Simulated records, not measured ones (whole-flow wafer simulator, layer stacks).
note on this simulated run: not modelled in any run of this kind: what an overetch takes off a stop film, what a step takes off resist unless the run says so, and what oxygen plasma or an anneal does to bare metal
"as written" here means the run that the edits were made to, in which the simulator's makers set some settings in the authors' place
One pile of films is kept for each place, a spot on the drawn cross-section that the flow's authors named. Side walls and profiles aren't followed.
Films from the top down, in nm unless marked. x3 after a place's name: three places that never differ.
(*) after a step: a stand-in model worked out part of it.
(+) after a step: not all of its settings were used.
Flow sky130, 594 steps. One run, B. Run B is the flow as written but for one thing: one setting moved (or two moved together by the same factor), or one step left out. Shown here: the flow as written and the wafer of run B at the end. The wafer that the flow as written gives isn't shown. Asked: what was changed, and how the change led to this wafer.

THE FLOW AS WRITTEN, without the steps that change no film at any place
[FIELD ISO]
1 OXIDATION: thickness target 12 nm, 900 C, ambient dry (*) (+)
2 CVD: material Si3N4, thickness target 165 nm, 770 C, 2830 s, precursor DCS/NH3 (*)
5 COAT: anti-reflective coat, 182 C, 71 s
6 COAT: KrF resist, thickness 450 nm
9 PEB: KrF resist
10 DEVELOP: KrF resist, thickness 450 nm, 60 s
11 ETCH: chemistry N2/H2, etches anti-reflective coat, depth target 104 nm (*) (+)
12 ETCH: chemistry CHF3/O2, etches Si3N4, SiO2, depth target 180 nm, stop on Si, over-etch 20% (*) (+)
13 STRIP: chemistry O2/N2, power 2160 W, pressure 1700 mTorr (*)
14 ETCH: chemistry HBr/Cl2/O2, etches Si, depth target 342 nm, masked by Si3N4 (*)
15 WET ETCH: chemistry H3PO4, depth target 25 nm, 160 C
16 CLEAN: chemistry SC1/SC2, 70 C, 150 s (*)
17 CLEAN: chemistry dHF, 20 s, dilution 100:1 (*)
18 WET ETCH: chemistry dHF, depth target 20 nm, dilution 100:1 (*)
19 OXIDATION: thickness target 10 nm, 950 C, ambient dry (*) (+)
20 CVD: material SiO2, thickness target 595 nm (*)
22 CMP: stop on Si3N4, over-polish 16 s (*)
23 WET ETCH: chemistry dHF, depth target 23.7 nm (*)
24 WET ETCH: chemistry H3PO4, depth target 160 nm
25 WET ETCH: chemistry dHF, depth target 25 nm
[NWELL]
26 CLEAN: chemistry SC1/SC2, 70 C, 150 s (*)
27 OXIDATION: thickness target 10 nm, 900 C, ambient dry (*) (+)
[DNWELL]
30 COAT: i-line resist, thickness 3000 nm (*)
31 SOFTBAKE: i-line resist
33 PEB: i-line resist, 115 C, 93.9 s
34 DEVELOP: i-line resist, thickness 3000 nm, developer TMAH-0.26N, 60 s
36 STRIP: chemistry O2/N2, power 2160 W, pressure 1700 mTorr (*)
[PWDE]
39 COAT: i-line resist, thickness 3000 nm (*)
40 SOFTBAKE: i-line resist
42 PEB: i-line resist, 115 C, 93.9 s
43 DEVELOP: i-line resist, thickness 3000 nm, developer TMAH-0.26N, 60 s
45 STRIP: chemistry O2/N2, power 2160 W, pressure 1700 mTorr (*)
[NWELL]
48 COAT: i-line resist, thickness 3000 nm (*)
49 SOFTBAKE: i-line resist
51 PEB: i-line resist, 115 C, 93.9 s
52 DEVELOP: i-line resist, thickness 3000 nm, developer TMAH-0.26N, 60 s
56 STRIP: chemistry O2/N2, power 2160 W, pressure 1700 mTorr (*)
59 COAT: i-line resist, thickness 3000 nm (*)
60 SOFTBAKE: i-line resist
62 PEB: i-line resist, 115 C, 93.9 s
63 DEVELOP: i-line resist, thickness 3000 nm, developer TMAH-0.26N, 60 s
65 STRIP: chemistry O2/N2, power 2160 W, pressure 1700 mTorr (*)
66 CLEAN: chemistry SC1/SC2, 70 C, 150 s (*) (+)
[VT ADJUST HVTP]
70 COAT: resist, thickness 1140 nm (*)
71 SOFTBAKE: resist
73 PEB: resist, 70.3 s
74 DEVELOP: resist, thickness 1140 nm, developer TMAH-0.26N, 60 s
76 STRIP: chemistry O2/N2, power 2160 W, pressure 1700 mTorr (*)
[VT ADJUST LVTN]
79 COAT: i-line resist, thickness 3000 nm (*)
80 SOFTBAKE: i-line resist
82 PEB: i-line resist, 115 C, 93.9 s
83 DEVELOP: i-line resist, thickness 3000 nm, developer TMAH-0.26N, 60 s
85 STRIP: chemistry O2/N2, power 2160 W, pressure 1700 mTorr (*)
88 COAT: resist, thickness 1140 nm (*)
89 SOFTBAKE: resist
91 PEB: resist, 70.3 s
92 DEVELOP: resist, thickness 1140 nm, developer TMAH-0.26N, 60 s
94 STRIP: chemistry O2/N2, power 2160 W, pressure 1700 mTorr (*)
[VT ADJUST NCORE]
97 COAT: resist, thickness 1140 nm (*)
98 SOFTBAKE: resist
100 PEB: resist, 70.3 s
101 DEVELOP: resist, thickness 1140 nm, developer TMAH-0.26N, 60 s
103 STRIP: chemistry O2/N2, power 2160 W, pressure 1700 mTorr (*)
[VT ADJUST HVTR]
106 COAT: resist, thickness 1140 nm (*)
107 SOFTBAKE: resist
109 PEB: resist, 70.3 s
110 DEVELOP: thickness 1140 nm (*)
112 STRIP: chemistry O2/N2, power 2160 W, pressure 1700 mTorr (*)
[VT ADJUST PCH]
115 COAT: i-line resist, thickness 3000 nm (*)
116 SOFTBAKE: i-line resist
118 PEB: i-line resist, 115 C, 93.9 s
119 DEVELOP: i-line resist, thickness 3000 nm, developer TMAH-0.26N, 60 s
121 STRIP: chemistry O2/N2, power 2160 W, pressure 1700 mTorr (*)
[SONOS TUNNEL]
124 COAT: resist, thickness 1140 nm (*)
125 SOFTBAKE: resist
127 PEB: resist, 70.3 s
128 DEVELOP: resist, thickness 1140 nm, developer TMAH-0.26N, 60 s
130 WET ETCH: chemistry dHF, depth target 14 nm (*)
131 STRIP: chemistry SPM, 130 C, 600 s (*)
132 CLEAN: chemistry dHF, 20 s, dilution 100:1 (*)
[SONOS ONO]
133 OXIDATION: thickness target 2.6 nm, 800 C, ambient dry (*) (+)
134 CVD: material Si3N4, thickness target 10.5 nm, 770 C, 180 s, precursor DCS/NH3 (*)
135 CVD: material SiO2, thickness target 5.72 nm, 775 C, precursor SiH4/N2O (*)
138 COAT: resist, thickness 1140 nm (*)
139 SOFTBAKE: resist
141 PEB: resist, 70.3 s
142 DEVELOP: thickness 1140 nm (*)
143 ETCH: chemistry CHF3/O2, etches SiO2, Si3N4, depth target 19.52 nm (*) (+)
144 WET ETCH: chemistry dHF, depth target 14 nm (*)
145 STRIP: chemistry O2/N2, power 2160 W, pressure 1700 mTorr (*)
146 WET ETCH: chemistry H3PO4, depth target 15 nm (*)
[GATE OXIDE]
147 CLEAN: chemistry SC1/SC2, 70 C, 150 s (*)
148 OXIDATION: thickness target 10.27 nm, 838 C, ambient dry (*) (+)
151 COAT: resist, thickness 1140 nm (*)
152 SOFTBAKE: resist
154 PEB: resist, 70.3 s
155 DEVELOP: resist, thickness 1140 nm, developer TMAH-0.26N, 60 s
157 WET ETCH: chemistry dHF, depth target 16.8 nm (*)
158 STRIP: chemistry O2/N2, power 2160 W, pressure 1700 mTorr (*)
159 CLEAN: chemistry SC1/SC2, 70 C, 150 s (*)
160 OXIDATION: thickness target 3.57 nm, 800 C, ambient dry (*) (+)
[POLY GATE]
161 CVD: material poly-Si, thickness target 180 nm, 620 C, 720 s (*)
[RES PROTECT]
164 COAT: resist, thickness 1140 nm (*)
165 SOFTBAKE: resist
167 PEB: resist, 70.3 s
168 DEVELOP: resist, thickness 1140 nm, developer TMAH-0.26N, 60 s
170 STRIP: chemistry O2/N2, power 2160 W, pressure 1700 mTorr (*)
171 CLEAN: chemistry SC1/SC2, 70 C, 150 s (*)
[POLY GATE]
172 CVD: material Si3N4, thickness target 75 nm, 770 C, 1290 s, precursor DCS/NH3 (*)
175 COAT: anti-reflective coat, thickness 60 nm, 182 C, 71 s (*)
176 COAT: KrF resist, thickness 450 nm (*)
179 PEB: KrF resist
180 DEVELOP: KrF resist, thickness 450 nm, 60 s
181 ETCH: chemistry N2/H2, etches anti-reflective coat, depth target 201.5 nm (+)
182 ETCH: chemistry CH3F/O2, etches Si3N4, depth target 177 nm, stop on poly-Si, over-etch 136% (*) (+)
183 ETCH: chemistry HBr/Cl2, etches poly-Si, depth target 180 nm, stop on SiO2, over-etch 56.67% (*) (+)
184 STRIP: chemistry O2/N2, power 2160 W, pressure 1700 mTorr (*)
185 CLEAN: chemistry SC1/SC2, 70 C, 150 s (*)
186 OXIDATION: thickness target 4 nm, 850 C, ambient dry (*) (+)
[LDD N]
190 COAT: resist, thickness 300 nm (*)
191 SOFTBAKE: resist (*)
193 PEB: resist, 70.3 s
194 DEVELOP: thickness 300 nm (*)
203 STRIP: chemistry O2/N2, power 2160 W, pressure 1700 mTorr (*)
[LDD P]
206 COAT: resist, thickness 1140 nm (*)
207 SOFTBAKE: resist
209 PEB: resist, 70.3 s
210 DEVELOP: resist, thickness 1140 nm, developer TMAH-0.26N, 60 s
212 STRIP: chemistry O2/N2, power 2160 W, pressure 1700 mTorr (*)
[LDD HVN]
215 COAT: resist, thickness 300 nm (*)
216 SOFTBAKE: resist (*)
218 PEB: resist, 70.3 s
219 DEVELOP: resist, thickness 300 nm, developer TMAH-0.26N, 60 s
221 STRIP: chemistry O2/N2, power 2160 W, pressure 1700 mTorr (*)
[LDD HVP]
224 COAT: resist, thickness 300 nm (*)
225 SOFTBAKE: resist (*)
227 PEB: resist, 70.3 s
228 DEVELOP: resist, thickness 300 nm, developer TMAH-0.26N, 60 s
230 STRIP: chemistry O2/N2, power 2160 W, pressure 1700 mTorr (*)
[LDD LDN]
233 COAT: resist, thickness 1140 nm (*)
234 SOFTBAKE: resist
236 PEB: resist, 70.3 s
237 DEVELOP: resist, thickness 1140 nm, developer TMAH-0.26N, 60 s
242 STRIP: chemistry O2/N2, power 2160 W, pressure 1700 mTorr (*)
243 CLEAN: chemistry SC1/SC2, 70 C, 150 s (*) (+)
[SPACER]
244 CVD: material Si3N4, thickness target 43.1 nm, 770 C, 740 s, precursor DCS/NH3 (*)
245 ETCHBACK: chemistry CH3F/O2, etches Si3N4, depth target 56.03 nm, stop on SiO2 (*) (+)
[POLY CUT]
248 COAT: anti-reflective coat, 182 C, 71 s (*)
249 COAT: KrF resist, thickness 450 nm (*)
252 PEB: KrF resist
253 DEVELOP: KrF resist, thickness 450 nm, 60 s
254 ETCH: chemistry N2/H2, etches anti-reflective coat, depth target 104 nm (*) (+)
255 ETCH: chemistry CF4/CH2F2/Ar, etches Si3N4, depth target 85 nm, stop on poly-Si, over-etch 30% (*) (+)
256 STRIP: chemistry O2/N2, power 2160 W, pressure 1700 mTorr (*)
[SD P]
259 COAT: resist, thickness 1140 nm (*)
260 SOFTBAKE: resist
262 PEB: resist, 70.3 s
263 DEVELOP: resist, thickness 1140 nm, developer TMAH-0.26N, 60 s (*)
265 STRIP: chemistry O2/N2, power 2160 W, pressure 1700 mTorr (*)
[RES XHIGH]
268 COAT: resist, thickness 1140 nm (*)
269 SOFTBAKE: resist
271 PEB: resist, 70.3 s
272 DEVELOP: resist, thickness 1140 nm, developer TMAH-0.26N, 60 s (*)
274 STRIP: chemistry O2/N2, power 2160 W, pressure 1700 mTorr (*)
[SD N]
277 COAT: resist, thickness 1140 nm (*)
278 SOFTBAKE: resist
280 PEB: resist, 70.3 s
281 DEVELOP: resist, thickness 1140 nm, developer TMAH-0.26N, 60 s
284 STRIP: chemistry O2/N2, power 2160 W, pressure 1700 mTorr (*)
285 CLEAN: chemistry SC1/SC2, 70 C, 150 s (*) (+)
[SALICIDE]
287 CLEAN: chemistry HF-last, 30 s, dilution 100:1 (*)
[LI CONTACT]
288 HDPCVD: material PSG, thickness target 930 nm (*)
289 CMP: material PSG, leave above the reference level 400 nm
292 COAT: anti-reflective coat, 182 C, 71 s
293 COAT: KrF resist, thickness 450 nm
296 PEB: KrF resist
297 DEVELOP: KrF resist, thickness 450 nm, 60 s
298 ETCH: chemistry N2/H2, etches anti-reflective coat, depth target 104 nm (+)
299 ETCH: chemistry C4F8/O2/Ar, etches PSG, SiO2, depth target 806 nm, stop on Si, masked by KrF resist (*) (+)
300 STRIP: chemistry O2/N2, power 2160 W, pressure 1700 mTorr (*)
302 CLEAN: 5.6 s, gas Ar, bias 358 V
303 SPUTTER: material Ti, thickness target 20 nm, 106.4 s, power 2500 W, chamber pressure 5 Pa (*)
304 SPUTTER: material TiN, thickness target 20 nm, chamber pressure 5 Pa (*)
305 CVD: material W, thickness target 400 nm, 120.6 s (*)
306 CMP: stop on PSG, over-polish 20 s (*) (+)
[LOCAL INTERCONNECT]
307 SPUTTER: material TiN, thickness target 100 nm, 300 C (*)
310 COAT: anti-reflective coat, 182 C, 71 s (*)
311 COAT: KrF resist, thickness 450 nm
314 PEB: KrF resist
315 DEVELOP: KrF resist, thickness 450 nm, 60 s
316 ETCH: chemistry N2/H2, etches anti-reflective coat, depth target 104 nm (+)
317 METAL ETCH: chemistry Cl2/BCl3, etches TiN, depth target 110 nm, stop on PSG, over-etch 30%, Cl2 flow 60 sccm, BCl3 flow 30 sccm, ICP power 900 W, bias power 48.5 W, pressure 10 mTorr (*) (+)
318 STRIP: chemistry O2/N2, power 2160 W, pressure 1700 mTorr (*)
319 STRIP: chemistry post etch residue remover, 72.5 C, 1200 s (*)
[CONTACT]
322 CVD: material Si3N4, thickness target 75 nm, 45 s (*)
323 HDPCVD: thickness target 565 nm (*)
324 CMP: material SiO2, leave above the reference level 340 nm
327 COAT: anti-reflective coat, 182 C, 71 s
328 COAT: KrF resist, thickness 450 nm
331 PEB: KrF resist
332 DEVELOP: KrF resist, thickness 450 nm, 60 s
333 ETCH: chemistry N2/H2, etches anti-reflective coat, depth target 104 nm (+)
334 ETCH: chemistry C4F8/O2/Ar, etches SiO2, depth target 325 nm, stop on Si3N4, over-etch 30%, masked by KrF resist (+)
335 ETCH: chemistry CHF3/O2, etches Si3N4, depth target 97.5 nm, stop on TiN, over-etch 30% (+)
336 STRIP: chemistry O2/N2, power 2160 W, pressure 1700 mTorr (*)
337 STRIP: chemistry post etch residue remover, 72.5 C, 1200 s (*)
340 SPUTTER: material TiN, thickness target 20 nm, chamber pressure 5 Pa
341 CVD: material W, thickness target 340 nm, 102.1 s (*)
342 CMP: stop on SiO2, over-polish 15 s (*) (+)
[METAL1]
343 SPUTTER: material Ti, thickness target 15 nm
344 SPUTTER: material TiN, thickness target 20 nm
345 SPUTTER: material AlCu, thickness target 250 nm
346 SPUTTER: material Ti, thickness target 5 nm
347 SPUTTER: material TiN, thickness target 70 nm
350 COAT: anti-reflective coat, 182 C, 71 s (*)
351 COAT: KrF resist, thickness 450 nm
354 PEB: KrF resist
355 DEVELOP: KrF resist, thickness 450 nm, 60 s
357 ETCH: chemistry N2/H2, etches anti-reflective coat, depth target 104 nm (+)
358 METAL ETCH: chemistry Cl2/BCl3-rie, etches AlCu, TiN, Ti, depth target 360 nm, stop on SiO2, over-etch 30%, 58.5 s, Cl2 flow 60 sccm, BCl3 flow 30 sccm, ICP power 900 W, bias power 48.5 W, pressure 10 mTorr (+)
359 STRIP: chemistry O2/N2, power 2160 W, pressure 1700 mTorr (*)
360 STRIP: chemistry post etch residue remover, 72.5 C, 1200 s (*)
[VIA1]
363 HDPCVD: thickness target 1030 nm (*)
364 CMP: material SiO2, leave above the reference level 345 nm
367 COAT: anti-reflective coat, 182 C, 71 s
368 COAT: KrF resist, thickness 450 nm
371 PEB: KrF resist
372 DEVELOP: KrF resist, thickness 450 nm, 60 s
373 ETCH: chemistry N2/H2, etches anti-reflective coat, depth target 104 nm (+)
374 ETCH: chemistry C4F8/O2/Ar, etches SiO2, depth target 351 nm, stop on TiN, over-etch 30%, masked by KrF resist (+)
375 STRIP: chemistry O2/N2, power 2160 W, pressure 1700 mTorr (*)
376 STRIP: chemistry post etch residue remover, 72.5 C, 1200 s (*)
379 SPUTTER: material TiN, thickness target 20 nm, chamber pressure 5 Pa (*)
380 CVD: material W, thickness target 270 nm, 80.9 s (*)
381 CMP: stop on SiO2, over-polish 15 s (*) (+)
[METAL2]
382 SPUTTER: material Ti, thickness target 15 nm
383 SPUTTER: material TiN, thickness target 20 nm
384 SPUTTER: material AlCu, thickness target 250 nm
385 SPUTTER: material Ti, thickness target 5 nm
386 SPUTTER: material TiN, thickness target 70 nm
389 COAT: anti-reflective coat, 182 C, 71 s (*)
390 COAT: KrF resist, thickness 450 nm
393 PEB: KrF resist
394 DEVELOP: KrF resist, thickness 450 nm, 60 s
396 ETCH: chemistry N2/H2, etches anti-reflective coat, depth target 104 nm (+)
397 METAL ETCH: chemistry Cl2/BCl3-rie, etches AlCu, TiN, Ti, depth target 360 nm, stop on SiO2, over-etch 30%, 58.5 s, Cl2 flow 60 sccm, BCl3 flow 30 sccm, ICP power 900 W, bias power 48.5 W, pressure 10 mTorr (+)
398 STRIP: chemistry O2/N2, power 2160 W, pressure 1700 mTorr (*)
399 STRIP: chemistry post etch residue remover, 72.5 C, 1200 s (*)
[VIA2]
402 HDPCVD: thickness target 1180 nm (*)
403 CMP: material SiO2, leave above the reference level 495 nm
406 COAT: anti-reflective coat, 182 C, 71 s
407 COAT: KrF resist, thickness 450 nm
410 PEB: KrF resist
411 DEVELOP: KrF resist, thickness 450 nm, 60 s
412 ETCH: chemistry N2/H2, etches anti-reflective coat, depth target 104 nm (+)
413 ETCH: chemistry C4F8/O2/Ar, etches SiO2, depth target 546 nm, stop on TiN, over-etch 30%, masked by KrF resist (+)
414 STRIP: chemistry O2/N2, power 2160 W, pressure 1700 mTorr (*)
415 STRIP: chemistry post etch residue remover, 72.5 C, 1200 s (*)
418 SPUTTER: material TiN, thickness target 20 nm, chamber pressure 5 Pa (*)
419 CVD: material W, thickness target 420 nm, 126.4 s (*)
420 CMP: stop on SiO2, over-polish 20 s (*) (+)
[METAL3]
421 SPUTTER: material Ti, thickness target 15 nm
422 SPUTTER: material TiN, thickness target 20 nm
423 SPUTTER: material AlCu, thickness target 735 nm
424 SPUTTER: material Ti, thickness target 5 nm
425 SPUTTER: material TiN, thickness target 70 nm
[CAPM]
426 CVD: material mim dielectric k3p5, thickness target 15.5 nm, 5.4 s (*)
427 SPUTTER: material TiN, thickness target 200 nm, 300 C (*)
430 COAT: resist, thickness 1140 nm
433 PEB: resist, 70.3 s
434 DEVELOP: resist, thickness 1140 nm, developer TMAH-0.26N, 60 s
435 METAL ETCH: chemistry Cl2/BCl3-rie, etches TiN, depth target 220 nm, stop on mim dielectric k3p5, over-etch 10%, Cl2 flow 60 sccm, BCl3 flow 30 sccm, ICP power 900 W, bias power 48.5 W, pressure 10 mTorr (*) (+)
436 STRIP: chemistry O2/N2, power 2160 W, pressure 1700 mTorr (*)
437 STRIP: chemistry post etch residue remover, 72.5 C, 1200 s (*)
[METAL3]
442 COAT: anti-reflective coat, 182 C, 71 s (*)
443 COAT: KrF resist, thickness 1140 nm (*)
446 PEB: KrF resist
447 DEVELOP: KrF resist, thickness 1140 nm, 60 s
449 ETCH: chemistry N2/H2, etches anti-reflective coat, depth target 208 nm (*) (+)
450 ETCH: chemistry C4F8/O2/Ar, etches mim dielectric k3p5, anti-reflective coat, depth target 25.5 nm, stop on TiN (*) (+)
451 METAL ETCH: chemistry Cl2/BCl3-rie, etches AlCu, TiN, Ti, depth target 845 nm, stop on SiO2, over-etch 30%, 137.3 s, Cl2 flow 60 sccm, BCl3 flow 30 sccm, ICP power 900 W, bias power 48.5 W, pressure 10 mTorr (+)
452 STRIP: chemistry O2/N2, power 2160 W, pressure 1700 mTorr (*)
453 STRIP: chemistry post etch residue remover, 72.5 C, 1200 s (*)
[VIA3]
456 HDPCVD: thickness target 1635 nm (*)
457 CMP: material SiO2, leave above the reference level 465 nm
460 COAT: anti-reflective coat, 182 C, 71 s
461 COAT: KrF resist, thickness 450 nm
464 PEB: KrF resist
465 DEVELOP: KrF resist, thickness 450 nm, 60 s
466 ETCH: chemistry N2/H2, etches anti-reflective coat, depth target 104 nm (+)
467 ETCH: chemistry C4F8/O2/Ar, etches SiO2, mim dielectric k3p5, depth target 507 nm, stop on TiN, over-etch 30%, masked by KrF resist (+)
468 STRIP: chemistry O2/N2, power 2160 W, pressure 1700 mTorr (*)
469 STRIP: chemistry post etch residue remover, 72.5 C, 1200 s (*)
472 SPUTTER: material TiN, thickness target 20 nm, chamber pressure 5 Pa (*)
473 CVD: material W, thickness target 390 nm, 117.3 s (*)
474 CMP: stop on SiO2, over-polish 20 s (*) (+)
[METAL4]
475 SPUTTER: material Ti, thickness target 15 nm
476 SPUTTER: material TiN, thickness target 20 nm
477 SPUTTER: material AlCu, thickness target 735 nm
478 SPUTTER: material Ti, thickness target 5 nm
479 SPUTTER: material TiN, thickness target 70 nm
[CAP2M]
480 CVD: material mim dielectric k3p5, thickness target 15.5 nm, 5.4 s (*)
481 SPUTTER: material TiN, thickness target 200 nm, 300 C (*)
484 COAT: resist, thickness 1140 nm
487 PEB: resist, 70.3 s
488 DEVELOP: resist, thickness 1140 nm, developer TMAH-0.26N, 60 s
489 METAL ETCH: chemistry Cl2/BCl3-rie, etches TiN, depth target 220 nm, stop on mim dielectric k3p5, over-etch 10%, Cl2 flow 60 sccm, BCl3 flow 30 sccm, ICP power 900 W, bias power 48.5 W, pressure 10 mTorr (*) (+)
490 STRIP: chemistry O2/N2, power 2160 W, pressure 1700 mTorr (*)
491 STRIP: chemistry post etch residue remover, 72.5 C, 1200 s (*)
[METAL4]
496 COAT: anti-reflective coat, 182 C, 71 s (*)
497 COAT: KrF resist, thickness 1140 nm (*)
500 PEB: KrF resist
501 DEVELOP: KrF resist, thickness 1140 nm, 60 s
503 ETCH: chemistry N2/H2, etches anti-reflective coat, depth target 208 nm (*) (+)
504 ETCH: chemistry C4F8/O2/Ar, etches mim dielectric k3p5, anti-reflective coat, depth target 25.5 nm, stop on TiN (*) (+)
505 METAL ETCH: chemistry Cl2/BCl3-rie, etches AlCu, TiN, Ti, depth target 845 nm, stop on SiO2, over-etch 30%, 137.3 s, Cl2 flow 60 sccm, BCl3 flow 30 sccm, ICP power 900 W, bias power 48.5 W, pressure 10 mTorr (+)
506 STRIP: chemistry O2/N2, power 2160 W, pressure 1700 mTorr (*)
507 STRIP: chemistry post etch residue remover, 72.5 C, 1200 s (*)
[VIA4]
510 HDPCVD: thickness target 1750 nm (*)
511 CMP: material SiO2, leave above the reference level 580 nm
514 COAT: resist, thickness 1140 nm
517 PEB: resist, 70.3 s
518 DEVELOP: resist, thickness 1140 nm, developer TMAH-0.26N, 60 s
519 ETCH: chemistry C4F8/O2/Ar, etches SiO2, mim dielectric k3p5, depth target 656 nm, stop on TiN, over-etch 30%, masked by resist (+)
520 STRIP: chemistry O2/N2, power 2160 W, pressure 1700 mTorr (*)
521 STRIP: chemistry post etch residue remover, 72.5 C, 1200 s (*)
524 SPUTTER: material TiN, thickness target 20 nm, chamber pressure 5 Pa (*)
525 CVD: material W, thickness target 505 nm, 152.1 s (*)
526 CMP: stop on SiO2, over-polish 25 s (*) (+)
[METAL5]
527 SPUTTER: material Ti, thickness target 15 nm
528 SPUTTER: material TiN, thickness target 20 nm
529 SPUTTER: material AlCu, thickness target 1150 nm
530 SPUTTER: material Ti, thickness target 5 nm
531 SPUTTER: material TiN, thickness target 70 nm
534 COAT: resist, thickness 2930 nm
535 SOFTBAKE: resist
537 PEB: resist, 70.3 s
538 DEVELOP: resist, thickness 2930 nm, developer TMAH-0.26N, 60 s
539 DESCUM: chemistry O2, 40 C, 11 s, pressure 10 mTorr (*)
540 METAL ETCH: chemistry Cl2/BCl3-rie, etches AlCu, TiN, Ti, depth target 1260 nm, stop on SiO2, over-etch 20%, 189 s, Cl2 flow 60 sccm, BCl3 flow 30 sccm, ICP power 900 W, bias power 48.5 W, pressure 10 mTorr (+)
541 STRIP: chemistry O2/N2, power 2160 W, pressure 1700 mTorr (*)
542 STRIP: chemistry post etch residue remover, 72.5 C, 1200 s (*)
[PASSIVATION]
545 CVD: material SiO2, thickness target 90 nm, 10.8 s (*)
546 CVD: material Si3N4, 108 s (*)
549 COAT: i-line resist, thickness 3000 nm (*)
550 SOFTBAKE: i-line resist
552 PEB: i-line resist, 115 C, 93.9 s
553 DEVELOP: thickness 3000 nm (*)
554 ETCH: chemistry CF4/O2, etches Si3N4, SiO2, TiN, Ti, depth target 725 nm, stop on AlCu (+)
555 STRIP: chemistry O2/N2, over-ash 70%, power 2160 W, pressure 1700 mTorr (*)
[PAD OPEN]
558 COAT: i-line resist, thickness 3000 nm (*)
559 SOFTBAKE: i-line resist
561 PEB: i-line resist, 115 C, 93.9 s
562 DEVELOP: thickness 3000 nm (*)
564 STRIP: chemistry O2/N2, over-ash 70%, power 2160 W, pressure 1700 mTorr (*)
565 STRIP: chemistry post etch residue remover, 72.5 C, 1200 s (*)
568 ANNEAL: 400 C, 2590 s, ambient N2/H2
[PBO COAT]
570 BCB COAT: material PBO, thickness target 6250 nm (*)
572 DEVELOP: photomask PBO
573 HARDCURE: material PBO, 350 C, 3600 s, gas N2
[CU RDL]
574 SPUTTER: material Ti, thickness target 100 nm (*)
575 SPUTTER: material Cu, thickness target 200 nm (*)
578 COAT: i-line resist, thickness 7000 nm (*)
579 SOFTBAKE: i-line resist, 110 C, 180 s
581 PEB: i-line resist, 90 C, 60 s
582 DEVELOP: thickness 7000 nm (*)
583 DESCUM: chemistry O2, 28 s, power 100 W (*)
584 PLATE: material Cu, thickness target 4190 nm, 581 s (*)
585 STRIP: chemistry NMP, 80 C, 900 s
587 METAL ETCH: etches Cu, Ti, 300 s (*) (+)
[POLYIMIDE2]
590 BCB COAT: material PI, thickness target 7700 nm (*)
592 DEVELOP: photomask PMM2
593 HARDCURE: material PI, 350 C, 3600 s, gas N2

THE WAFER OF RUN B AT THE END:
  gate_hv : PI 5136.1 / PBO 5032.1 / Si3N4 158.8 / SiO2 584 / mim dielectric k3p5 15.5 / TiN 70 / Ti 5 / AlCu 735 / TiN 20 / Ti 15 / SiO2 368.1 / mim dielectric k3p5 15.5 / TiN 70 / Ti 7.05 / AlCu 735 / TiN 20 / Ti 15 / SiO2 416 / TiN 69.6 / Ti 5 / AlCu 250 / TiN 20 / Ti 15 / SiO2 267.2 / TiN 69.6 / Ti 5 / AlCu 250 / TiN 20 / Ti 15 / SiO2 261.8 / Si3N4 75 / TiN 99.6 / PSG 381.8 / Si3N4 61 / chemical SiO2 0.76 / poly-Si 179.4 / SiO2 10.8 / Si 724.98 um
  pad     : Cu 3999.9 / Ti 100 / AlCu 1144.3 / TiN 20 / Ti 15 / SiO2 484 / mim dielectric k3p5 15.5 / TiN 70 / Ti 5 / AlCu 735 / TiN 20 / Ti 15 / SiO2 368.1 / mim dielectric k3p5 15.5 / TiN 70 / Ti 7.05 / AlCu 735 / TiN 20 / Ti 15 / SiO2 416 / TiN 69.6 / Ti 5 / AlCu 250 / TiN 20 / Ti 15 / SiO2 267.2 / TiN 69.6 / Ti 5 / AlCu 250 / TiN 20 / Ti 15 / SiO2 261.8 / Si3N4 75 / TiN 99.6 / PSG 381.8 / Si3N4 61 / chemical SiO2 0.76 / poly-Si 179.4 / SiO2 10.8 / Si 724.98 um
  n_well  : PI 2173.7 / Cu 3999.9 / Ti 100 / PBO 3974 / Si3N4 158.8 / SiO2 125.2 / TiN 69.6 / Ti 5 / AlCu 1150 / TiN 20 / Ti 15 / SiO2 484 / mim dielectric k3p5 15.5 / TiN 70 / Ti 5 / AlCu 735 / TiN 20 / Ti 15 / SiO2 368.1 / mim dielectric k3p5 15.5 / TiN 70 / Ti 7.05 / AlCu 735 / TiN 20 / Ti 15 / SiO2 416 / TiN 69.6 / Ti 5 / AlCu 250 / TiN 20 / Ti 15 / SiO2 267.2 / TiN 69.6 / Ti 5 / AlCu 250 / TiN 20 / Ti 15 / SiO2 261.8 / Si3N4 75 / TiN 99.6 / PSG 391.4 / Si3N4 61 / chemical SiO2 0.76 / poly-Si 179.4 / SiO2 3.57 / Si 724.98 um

The cause: step 424, SPUTTER: thickness target 7.05 nm was run, where the flow has thickness target 5 nm.
It can be read off the wafer: gate_hv has Ti 7.05, and step 424 as written asks for 5 nm.

How the change led to this, step by step:
  424 SPUTTER: material Ti, thickness target 5 nm
      field, active, n_well and 188 more: Ti +7.05 (new film) (as written it would be: Ti +5 (new film))
  451 METAL ETCH: chemistry Cl2/BCl3-rie, etches AlCu, TiN, Ti, depth target 845 nm, stop on SiO2, over-etch 30%, 137.3 s, Cl2 flow 60 sccm, BCl3 flow 30 sccm, ICP power 900 W, bias power 48.5 W, pressure 10 mTorr (+)
      field, gate, spacer and 68 more: TiN -70 (all of it), Ti -7.05 (all of it), AlCu -735 (all of it), TiN -20 (all of it), Ti -15 (all of it), SiO2 -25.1 (as written it would be: TiN -70 (all of it), Ti -5 (all of it), AlCu -735 (all of it), TiN -20 (all of it), Ti -15 (all of it), SiO2 -25.4)
      active, vpp_ln, vpp_iso2 and 11 more: TiN -70 (all of it), Ti -7.05 (all of it), AlCu -735 (all of it), TiN -20 (all of it), Ti -15 (all of it), SiO2 -25.1 (as written it would be: TiN -70 (all of it), Ti -5 (all of it), AlCu -735 (all of it), TiN -20 (all of it), Ti -15 (all of it), SiO2 -25.3)
